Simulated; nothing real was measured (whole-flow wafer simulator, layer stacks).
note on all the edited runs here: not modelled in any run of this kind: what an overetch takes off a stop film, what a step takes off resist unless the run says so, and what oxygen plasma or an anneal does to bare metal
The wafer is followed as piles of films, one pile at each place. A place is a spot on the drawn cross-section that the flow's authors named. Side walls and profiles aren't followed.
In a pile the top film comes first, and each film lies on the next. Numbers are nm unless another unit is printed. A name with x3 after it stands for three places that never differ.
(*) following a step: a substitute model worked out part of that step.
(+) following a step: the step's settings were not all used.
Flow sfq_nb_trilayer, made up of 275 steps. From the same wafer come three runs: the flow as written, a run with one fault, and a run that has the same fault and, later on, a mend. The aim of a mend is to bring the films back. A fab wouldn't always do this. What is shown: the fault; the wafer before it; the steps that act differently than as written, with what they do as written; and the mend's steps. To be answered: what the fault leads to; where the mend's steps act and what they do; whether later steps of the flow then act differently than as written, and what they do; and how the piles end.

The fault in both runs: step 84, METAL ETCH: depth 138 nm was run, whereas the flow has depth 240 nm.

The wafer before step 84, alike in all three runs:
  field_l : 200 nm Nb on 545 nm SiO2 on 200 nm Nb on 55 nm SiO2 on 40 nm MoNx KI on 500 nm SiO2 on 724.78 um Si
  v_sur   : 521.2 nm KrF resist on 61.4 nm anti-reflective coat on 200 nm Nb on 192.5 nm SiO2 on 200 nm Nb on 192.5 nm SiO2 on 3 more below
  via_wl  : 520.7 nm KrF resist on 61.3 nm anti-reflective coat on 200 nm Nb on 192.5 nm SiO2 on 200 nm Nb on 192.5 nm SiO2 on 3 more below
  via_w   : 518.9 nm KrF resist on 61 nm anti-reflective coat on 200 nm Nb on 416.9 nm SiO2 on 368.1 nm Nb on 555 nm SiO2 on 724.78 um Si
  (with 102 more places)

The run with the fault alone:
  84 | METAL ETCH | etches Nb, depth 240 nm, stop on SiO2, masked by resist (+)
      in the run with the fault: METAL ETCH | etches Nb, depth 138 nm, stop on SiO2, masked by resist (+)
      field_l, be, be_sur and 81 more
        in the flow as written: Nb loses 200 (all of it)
        in the run with the fault: Nb loses 138
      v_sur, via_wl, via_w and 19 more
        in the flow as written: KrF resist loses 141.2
        in the run with the fault: KrF resist loses 81.2
  Steps further on in the flow that do not act as written:
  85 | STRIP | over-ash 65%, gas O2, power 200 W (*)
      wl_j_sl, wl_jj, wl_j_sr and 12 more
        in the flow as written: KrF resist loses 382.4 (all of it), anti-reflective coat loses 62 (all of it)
        in the run with the fault: KrF resist loses 442.4 (all of it), anti-reflective coat loses 62 (all of it)
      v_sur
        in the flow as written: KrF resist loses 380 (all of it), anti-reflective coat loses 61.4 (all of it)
        in the run with the fault: KrF resist loses 440 (all of it), anti-reflective coat loses 61.4 (all of it)
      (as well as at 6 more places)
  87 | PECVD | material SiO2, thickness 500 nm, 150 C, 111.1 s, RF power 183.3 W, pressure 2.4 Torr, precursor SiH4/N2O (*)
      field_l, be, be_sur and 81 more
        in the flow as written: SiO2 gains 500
        in the run with the fault: SiO2 gains 500 (new film)
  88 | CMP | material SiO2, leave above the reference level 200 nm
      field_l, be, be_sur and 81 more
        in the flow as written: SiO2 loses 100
        in the run with the fault: SiO2 loses 162
  By the end, the piles at field_l, be, be_sur and 81 more depart from the flow's by more than 2% or 0.5 nm, whichever is larger.
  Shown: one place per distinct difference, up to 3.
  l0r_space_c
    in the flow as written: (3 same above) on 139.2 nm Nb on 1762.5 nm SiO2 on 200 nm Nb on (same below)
    in the run with the fault: (3 same above) on 139.2 nm Nb on 1115.5 nm SiO2 on 62 nm Nb on 585 nm SiO2 on 200 nm Nb on (same below)
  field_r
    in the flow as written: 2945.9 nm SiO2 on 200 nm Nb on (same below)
    in the run with the fault: 2298.9 nm SiO2 on 62 nm Nb on 585 nm SiO2 on 200 nm Nb on (same below)
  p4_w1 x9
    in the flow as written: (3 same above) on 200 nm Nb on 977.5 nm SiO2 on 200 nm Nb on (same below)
    in the run with the fault: (3 same above) on 200 nm Nb on 330.5 nm SiO2 on 62 nm Nb on 585 nm SiO2 on 200 nm Nb on (same below)

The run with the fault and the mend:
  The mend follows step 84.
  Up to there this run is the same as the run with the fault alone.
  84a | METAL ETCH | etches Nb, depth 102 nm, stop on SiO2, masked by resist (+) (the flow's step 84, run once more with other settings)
      field_l, be, be_sur and 81 more
        Nb loses 62 (all of it)
      v_sur, via_wl, via_w and 19 more
        KrF resist loses 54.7
  Every later step of the flow that is run acts as written, at every place that is followed, to within 2% or 0.5 nm, whichever is larger.
  By the end, the piles equal the flow's at every place that both follow.
